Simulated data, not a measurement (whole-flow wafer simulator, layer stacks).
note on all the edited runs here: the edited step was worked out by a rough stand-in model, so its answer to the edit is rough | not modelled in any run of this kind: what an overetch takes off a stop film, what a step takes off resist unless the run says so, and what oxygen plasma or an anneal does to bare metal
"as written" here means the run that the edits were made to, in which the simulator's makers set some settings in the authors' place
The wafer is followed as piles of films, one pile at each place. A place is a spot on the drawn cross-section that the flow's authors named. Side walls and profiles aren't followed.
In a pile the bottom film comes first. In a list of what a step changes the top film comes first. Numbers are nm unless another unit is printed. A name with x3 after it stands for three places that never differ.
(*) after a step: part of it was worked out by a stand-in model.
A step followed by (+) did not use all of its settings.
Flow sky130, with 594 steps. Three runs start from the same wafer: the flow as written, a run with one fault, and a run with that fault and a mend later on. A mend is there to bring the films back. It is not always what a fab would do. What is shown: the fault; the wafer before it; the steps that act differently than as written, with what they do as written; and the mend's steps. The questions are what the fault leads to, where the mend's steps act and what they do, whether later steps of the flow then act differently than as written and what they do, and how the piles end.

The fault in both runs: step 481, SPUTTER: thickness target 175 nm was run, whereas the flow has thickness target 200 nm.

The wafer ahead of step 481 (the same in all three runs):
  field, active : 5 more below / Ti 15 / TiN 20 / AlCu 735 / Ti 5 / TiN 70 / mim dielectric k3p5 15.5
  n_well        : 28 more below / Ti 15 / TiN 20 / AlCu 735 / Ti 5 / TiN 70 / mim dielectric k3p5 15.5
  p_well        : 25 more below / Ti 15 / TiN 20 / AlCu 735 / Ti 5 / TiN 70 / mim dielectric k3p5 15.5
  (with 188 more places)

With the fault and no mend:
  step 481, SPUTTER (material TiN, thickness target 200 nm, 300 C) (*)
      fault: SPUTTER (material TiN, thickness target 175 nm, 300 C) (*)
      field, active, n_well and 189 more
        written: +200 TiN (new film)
        fault: +175 TiN (new film)
  Later steps of the flow acting differently than as written (not shown: 5 more steps that differ only slightly, by at most 2% or 0.5 nm, whichever is larger):
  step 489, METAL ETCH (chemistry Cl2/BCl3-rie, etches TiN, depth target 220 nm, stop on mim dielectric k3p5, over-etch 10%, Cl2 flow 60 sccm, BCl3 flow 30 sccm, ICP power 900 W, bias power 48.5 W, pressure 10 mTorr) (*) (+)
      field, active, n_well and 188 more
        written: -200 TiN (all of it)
        fault: -175 TiN (all of it)
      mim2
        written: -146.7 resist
        fault: -128.3 resist
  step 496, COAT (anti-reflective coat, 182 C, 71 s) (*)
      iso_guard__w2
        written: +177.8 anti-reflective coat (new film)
        fault: +161.4 anti-reflective coat (new film)
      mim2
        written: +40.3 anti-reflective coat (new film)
        fault: +34.7 anti-reflective coat (new film)
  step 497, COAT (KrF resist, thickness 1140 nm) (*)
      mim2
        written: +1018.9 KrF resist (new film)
        fault: +1042.8 KrF resist (new film)
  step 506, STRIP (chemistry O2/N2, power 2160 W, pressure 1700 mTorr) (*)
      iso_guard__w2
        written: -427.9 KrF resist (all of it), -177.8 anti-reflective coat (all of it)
        fault: -438.8 KrF resist (all of it), -161.4 anti-reflective coat (all of it)
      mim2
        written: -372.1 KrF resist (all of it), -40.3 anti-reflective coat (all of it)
        fault: -395.9 KrF resist (all of it), -34.7 anti-reflective coat (all of it)
  The piles end different from the flow's at mim2 by more than 2% or 0.5 nm, whichever is larger.
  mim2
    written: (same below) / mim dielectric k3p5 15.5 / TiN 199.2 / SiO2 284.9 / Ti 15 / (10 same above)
    fault: (same below) / mim dielectric k3p5 15.5 / TiN 174.2 / SiO2 309.9 / Ti 15 / (10 same above)

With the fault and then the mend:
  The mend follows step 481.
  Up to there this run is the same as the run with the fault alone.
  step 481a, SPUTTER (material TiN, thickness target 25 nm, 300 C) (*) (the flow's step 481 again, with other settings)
      field, active, n_well and 189 more
        +25 TiN
  Every later step of the flow that is run acts as written at every place that is followed.
  The piles end the same as the flow's at every place that both follow.
